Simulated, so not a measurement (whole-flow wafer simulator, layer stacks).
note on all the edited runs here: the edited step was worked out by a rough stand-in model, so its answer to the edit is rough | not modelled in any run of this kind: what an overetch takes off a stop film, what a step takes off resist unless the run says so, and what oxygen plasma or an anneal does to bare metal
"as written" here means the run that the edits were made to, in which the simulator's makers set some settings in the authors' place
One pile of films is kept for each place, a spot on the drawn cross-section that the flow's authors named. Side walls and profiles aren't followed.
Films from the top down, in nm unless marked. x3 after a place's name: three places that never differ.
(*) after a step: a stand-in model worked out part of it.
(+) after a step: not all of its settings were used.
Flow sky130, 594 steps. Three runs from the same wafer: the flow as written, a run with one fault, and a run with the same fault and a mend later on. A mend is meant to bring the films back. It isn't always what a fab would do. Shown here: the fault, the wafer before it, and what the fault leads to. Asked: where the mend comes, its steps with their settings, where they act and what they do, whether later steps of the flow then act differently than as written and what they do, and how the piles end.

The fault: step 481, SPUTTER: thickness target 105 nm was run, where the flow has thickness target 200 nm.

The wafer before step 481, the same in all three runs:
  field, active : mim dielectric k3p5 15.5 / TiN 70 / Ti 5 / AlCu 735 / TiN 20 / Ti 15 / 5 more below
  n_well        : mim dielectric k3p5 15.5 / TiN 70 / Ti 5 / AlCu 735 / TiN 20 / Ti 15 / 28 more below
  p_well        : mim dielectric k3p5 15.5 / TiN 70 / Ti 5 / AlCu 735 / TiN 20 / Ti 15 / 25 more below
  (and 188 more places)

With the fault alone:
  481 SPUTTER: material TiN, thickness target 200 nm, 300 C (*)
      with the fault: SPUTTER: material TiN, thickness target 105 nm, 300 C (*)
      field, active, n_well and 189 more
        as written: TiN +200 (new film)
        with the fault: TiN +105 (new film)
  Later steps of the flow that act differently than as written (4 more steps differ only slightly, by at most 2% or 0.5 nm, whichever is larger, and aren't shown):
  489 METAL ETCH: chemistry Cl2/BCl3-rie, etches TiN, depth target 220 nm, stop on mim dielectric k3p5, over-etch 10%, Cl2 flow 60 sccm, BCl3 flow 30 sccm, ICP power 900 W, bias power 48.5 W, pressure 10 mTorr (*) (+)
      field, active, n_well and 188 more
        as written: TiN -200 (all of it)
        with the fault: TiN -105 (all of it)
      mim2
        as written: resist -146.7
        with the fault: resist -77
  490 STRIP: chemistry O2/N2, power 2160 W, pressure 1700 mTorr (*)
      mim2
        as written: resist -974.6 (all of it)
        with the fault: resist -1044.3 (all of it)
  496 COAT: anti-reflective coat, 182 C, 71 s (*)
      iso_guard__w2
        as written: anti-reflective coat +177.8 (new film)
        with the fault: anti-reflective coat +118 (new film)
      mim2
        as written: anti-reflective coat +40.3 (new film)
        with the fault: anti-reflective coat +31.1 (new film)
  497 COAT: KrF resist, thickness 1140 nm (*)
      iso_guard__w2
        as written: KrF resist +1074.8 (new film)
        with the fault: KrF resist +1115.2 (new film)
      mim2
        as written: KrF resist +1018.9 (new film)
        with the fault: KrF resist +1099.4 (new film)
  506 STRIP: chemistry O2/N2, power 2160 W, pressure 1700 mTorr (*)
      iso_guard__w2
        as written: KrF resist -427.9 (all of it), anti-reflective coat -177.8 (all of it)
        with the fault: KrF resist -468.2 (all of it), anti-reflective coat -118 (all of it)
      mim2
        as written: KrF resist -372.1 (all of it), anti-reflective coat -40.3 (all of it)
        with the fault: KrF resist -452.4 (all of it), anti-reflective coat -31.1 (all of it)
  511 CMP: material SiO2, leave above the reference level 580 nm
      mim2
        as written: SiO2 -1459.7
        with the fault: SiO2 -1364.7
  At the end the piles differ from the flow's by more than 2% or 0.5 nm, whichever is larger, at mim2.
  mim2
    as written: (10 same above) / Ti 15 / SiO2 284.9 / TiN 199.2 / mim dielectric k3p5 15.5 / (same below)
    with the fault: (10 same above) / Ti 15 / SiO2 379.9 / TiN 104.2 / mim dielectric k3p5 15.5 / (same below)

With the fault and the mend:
  The mend comes after step 481.
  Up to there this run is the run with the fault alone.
  481a SPUTTER: material TiN, thickness target 95 nm, 300 C (*) (the flow's step 481 once more, with other settings)
      field, active, n_well and 189 more
        TiN +95
  No later step of the flow acts differently than as written at any place that is followed.
  At the end the piles are the same as the flow's at every place that both follow.
